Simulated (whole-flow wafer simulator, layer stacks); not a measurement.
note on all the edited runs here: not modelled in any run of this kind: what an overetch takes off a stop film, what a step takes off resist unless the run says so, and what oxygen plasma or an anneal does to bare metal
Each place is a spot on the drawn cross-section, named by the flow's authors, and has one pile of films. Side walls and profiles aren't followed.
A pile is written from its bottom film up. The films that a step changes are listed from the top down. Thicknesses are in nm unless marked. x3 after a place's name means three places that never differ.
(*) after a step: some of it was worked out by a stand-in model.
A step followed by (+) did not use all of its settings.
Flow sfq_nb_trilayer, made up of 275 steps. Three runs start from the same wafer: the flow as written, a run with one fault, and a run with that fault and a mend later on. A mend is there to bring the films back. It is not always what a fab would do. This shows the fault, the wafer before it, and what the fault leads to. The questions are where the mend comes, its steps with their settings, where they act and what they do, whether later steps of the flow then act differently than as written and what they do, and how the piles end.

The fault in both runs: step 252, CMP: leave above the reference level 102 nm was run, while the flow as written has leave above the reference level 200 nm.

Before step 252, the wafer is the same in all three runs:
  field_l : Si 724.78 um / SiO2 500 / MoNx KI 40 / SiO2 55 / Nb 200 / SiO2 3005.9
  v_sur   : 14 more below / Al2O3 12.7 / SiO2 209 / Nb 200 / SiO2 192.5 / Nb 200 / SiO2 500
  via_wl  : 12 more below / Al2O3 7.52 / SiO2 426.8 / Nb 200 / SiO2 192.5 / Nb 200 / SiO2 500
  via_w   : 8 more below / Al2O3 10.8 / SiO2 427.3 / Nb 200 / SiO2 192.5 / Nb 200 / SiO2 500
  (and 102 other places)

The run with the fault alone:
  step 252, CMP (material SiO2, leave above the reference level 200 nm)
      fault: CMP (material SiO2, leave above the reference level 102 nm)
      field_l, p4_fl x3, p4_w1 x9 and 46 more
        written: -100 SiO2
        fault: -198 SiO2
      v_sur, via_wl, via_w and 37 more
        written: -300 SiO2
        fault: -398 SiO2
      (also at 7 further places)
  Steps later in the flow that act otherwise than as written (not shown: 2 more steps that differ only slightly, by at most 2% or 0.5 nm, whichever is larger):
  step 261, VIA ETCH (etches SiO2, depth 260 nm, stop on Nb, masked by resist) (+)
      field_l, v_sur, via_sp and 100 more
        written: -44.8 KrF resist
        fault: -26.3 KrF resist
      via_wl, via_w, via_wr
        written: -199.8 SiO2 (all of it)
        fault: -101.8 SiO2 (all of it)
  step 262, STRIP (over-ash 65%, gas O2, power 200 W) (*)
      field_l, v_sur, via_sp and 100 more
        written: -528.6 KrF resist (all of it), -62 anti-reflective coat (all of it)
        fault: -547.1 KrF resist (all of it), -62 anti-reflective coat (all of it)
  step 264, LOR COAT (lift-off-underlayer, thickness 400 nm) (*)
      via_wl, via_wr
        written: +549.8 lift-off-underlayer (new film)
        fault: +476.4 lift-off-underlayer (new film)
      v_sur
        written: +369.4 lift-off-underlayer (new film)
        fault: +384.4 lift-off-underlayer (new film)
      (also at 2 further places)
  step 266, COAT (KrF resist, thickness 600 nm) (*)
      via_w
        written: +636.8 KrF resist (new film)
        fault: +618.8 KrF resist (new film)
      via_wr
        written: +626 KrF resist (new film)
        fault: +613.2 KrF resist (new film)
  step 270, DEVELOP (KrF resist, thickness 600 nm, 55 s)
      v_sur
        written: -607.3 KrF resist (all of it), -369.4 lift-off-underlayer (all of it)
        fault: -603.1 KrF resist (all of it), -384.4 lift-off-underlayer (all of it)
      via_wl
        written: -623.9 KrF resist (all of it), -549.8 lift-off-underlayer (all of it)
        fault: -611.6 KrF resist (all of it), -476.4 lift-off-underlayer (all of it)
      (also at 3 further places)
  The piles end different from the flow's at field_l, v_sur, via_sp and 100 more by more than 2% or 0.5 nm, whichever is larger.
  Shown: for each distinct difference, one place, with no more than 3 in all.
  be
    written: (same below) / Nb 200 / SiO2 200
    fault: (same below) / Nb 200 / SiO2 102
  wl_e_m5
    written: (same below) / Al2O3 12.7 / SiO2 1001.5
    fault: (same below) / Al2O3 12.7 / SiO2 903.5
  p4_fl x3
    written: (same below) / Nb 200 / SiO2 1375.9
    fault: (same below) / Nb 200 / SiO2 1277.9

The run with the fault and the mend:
  The mend follows step 253.
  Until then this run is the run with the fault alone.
  step 253a, PECVD (material SiO2, thickness 98 nm, 150 C, 21.78 s, RF power 183.3 W, pressure 2.4 Torr, precursor SiH4/N2O) (a further turn of the flow's step 251, with different settings)
      field_l, v_sur, via_wl and 103 more
        +98 SiO2
  None of the later steps of the flow acts differently than as written at any place that is followed.
  By the end, the piles equal the flow's at every place that both follow.
